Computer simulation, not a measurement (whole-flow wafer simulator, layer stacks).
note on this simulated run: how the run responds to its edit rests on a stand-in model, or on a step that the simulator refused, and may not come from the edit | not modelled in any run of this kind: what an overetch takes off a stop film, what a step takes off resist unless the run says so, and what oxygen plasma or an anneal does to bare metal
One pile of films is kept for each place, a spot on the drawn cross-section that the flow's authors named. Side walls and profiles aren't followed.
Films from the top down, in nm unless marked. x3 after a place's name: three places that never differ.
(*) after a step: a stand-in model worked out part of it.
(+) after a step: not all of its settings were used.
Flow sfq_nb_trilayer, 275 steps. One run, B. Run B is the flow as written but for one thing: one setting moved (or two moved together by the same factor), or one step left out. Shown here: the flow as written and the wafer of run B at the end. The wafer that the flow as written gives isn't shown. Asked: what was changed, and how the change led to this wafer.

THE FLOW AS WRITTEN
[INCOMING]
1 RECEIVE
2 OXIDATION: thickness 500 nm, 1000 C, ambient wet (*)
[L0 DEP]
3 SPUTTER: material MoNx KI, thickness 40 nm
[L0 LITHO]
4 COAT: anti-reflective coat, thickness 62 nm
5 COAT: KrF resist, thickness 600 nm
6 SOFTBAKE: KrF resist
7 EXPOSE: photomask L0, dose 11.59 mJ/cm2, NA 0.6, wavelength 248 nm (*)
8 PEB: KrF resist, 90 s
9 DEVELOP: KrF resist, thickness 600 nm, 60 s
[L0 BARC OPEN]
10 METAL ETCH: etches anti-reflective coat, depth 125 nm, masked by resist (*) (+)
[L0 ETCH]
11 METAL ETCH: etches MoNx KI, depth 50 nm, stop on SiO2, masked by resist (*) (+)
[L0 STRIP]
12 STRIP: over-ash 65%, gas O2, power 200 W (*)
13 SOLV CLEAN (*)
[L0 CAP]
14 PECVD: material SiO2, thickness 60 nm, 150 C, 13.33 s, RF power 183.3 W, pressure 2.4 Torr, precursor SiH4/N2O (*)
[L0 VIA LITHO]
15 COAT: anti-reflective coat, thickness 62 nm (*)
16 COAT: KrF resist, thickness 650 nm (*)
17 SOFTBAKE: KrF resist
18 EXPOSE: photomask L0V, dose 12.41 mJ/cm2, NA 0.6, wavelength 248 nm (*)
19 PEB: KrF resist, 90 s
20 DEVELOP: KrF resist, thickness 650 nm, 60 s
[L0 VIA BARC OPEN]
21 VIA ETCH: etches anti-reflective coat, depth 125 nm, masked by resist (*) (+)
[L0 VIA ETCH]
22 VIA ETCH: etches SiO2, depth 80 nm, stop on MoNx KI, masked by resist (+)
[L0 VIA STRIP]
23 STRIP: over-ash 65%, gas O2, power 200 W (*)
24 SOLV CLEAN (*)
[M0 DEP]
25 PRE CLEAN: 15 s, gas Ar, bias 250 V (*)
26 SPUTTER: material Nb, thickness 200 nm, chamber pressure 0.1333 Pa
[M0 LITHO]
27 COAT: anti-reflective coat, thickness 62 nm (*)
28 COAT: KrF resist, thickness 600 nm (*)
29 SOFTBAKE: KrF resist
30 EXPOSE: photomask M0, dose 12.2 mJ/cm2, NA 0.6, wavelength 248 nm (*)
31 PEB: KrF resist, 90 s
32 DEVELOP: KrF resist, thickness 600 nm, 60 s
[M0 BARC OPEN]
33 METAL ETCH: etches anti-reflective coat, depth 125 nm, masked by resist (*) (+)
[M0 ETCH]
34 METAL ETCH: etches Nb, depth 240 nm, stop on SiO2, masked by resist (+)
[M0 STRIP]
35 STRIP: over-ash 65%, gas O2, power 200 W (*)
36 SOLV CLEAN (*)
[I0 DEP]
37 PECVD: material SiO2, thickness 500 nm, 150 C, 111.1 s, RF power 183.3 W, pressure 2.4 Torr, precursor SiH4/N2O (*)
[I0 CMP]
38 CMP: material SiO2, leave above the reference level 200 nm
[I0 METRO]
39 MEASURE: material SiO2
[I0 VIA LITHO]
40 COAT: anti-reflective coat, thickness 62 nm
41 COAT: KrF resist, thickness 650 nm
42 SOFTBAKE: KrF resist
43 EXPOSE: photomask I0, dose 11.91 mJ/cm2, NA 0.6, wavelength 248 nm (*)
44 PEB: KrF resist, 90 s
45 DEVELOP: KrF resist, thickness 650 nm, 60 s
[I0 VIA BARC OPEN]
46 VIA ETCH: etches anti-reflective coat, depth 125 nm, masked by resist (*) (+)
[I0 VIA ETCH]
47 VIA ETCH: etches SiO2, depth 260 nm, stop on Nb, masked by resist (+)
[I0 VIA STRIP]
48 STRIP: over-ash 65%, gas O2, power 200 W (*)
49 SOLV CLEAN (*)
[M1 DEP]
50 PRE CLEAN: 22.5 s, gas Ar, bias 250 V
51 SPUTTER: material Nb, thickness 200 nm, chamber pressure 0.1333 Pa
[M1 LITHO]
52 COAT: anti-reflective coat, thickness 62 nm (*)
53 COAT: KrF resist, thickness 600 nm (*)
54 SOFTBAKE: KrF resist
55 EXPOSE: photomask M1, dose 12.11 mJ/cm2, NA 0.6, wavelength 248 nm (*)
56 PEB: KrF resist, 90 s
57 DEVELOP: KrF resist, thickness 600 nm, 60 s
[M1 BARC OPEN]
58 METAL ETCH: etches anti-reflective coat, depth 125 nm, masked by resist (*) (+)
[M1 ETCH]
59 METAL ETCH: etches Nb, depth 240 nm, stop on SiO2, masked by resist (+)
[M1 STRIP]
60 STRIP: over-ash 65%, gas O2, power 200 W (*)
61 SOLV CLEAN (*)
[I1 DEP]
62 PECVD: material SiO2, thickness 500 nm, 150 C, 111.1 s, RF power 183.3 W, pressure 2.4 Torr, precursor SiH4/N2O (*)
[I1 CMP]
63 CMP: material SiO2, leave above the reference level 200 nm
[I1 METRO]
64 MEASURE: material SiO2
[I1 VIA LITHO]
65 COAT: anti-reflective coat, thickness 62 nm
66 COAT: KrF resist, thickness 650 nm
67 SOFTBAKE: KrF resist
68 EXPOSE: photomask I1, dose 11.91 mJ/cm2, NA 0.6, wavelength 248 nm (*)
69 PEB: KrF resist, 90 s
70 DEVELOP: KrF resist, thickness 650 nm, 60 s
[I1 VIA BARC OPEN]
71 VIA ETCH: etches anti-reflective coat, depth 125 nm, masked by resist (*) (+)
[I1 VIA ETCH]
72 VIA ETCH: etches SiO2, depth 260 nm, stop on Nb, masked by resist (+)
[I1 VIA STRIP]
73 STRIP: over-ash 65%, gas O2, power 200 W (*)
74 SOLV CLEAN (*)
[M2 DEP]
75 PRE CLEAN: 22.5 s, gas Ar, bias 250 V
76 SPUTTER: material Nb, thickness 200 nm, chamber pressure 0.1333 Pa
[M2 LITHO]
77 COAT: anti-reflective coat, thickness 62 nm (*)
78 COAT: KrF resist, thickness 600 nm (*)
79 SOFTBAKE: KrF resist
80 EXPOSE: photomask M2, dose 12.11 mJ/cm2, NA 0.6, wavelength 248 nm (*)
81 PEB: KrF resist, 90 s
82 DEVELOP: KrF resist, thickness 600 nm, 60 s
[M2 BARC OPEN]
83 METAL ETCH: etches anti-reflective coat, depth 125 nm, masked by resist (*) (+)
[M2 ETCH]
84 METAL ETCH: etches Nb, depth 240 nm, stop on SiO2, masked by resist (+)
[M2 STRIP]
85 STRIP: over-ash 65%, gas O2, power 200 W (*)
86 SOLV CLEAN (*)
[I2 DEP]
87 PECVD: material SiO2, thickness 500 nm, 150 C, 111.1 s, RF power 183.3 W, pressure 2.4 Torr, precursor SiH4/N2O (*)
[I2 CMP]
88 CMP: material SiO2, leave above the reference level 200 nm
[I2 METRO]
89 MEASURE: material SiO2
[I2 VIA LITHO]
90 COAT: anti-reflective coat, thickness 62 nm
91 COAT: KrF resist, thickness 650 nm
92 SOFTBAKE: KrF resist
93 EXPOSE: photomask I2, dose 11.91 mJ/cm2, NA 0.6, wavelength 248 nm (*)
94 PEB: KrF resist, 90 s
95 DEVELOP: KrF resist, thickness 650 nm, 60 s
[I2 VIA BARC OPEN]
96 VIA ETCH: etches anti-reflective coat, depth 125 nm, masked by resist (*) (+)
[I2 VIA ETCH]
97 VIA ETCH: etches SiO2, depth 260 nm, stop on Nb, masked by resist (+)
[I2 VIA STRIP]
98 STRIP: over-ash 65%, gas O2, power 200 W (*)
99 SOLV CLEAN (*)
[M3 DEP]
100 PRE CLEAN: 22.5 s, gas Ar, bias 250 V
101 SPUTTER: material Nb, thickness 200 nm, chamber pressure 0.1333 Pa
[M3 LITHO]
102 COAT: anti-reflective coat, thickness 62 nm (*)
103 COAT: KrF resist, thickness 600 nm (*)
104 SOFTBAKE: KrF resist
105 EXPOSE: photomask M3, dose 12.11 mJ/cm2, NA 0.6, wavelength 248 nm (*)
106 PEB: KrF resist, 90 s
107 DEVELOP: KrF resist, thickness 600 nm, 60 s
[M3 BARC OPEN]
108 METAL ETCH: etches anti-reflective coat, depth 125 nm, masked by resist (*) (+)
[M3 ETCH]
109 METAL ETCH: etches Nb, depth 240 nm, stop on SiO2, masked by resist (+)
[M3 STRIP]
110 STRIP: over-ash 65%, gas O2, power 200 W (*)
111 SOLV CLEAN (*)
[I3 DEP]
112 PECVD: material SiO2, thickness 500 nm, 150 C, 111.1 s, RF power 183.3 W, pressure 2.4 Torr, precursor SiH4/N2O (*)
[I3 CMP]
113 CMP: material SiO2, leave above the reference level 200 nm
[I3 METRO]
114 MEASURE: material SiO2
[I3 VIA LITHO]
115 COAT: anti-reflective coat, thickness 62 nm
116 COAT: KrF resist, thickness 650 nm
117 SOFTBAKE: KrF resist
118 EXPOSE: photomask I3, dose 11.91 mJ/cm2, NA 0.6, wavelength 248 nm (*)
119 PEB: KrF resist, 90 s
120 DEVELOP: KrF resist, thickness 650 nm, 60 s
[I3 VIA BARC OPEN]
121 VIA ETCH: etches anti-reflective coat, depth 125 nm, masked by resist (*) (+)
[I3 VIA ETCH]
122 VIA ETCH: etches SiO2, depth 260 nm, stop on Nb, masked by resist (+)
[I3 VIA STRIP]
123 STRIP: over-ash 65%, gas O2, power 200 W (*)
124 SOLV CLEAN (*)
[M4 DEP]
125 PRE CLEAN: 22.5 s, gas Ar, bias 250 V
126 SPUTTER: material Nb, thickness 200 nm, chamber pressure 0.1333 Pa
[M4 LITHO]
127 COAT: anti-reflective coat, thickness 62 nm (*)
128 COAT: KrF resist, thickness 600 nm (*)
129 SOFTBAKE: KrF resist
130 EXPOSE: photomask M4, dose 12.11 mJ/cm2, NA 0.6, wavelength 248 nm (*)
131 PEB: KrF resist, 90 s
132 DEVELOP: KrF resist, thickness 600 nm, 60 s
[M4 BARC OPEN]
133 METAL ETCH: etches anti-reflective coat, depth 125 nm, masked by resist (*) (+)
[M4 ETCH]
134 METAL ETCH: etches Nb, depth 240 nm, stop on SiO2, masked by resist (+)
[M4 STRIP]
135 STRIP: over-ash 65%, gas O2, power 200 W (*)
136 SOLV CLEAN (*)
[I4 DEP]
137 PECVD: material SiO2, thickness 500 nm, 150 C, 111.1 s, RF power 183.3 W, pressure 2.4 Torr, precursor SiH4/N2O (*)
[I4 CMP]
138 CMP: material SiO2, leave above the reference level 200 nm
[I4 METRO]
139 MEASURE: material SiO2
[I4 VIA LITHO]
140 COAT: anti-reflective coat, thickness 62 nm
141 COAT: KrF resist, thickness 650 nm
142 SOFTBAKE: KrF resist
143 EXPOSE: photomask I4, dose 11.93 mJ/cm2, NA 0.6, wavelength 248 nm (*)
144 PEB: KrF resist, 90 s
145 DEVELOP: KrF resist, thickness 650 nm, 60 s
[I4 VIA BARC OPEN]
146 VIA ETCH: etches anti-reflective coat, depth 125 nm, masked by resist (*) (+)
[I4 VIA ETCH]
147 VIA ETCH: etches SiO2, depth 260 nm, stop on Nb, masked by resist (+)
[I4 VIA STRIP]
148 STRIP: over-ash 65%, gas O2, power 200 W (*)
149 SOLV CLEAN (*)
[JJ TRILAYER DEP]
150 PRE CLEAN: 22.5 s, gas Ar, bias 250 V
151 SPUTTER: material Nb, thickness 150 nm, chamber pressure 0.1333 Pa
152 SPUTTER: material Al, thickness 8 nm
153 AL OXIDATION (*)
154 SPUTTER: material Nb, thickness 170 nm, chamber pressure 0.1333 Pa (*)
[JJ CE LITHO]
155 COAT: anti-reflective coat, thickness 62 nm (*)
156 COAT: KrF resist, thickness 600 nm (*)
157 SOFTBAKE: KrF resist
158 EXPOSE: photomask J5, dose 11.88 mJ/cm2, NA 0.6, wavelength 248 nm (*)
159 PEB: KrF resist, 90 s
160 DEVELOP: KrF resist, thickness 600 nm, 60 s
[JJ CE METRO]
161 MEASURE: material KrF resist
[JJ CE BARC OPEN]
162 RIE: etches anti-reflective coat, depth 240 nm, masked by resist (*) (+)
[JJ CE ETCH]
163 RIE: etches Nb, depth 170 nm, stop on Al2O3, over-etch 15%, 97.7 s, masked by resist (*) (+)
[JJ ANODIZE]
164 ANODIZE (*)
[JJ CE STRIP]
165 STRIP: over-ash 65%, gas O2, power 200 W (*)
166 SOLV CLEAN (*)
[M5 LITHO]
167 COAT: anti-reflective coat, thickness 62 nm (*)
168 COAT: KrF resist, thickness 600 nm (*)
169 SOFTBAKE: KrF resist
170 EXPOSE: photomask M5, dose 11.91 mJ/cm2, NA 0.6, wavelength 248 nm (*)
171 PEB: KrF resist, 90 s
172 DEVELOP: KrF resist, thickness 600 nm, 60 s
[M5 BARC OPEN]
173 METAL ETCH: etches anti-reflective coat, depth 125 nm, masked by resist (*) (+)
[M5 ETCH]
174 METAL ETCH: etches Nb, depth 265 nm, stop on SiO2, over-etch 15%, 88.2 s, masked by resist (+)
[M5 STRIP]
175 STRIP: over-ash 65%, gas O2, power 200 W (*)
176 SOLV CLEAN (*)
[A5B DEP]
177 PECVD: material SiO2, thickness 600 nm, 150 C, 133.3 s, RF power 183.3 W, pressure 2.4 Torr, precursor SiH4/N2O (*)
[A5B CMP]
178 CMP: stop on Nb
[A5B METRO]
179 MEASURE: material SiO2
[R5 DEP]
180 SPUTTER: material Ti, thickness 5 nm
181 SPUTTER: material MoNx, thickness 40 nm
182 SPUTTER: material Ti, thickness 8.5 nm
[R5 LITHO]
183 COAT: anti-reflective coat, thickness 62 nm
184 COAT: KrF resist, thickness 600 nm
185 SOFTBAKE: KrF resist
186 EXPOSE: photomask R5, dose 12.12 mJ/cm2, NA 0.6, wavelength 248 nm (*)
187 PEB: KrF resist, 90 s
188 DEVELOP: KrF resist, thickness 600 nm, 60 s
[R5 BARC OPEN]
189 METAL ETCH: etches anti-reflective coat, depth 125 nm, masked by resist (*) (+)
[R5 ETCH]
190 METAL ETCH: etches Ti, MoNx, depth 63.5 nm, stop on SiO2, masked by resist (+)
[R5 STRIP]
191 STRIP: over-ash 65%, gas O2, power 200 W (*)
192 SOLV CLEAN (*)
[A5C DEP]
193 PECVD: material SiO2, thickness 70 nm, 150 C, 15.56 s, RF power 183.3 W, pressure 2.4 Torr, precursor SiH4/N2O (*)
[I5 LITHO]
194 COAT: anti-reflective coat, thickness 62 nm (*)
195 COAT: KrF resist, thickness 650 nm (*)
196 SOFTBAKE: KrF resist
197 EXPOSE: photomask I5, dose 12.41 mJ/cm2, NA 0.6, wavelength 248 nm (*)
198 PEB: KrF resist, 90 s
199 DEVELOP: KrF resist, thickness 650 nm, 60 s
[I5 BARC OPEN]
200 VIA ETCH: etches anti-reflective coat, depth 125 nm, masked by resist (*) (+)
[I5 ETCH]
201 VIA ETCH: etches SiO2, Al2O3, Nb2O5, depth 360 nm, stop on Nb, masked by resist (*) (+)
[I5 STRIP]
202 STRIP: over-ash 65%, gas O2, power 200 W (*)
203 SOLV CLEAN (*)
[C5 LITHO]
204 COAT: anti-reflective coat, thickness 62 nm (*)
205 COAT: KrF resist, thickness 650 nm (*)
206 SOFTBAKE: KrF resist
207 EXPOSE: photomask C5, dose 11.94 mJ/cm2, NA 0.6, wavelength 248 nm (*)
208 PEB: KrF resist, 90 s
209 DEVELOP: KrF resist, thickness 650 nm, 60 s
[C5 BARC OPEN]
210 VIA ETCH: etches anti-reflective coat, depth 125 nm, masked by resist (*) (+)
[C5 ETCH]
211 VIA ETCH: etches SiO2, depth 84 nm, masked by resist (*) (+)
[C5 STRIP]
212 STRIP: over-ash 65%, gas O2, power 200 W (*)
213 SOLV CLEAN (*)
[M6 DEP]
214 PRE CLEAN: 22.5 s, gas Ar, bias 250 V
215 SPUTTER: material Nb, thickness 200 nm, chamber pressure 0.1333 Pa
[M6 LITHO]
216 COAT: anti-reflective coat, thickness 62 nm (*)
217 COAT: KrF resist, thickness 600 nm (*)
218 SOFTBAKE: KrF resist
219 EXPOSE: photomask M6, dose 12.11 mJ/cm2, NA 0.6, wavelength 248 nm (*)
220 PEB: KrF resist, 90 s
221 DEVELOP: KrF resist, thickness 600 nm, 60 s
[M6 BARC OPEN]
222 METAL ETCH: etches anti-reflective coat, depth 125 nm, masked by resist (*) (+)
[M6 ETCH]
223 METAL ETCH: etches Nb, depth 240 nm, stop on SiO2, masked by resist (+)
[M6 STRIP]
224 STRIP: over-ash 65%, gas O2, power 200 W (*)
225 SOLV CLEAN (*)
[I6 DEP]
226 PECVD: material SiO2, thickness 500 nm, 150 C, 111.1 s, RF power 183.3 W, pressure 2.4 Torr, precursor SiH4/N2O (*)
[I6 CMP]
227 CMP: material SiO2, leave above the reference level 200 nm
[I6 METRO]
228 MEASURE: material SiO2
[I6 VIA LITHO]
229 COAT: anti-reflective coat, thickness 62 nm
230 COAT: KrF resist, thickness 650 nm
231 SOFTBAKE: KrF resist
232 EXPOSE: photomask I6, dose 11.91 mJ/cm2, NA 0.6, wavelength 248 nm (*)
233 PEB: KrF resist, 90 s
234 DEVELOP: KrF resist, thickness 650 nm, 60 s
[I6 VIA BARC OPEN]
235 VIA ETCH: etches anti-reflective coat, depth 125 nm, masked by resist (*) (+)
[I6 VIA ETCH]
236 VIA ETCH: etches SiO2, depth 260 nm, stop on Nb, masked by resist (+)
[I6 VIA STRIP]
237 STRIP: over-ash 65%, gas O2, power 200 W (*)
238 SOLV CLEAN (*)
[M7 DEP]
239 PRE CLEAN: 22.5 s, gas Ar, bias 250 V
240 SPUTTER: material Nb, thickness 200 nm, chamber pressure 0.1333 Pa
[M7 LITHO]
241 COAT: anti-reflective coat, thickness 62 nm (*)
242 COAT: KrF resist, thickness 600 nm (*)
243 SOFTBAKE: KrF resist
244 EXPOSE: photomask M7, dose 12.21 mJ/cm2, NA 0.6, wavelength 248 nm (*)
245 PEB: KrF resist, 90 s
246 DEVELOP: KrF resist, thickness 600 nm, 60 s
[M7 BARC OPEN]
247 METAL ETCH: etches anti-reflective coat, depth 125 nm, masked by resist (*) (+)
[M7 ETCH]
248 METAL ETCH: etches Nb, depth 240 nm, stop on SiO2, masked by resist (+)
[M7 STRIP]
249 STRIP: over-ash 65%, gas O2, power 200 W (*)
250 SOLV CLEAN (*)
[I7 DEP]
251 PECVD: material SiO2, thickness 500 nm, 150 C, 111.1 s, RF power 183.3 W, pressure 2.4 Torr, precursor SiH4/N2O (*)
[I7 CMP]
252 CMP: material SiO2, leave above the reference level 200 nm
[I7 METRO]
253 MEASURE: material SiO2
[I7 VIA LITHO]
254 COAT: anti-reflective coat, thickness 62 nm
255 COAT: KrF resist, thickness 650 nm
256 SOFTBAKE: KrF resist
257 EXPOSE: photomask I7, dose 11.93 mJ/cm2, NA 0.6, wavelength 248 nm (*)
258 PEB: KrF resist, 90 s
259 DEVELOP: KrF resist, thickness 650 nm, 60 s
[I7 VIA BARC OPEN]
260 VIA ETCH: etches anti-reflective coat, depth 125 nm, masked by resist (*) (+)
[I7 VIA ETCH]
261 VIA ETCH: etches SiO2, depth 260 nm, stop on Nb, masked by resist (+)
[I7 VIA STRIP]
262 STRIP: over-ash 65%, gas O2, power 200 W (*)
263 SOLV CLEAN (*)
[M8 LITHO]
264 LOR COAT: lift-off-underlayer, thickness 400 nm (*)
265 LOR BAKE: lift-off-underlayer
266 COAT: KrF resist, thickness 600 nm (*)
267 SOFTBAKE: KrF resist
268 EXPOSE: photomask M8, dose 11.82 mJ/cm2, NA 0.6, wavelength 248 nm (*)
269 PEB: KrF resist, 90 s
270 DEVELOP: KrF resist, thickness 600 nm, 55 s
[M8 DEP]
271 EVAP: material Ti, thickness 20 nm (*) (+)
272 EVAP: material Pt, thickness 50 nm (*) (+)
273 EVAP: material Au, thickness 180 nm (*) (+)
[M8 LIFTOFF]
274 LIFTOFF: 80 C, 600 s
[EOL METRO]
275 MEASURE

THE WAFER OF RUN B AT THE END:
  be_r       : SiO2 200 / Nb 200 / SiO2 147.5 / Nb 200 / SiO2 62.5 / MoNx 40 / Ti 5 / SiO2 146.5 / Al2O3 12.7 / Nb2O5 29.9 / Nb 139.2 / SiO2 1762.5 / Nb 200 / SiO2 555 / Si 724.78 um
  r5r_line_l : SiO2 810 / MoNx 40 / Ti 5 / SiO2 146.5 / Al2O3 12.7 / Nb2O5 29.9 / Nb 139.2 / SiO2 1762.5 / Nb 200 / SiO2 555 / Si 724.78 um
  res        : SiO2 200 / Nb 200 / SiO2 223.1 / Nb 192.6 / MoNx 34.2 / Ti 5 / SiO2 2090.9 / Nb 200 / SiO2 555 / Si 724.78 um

The cause: step 182, SPUTTER: material Ti, thickness 8.5 nm, was left out.

How the change led to this, step by step:
  190 METAL ETCH: etches Ti, MoNx, depth 63.5 nm, stop on SiO2, masked by resist (+)
      field_l, v_sur, via_wl and 92 more: MoNx -40 (all of it), Ti -5 (all of it) (as written it would be: Ti -8.5 (all of it), MoNx -40 (all of it), Ti -5 (all of it))
      ce_l, c5j, ce_r, wl_jj: MoNx -40 (all of it), Ti -5 (all of it), Nb -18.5 (as written it would be: Ti -8.5 (all of it), MoNx -40 (all of it), Ti -5 (all of it), Nb -10)
  194 COAT: anti-reflective coat, thickness 62 nm (*)
      wl_j_sl, wl_j_sr: anti-reflective coat +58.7 (new film) (as written it would be: anti-reflective coat +60.2 (new film))
      r5r_spacepad_l, r5r_spacepad_r: anti-reflective coat +80.7 (new film) (as written it would be: anti-reflective coat +84.4 (new film))
      (and at 12 more places)
  202 STRIP: over-ash 65%, gas O2, power 200 W (*)
      wl_j_sl, wl_j_sr: KrF resist -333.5 (all of it), anti-reflective coat -58.7 (all of it) (as written it would be: KrF resist -333.3 (all of it), anti-reflective coat -60.2 (all of it))
      r5r_spacepad_l, r5r_spacepad_r: KrF resist -335.3 (all of it), anti-reflective coat -80.7 (all of it) (as written it would be: KrF resist -335.6 (all of it), anti-reflective coat -84.4 (all of it))
      (and at 12 more places)
  204 COAT: anti-reflective coat, thickness 62 nm (*)
      wl_j_sl, wl_j_sr: anti-reflective coat +58.7 (new film) (as written it would be: anti-reflective coat +60.2 (new film))
      r5r_spacepad_l, r5r_spacepad_r: anti-reflective coat +80.7 (new film) (as written it would be: anti-reflective coat +84.4 (new film))
      (and at 12 more places)
  210 VIA ETCH: etches anti-reflective coat, depth 125 nm, masked by resist (*) (+)
      c5j: anti-reflective coat -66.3 (all of it), SiO2 -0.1 (as written it would be: anti-reflective coat -63.9 (all of it), SiO2 -0.11)
  212 STRIP: over-ash 65%, gas O2, power 200 W (*)
      wl_j_sl, wl_j_sr: KrF resist -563 (all of it), anti-reflective coat -58.7 (all of it) (as written it would be: KrF resist -563.4 (all of it), anti-reflective coat -60.2 (all of it))
      r5r_spacepad_l, r5r_spacepad_r: KrF resist -564.8 (all of it), anti-reflective coat -80.7 (all of it) (as written it would be: KrF resist -565.8 (all of it), anti-reflective coat -84.4 (all of it))
      (and at 11 more places)
  214 PRE CLEAN: 22.5 s, gas Ar, bias 250 V
      res: MoNx -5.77 (as written it would be: Ti -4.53)
  216 COAT: anti-reflective coat, thickness 62 nm (*)
      r5r_line_l, r5r_line_c, r5r_line_r: anti-reflective coat +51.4 (new film) (as written it would be: anti-reflective coat +50 (new film))
      wl_j_sl, wl_j_sr: anti-reflective coat +58.7 (new film) (as written it would be: anti-reflective coat +60.2 (new film))
      (and at 11 more places)
  222 METAL ETCH: etches anti-reflective coat, depth 125 nm, masked by resist (*) (+)
      r5r_line_l, r5r_line_c, r5r_line_r: anti-reflective coat -51.4 (all of it) (as written it would be: anti-reflective coat -50 (all of it))
      r5r_spacepad_l, r5r_spacepad_r: anti-reflective coat -81.6 (all of it) (as written it would be: anti-reflective coat -85.7 (all of it))
      (and at 1 more place)
  224 STRIP: over-ash 65%, gas O2, power 200 W (*)
      wl_j_sl, wl_j_sr: KrF resist -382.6 (all of it), anti-reflective coat -58.7 (all of it) (as written it would be: KrF resist -382.5 (all of it), anti-reflective coat -60.2 (all of it))
      jj_sur: KrF resist -378.1 (all of it), anti-reflective coat -54.4 (all of it) (as written it would be: KrF resist -378.5 (all of it), anti-reflective coat -56.1 (all of it))
      (and at 7 more places)
  227 CMP: material SiO2, leave above the reference level 200 nm
      ce_l, ce_r, wl_jj: SiO2 -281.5 (as written it would be: SiO2 -290)
      be_r, r_sur, r_end: SiO2 -345 (as written it would be: SiO2 -353.5)
      (and at 7 more places)
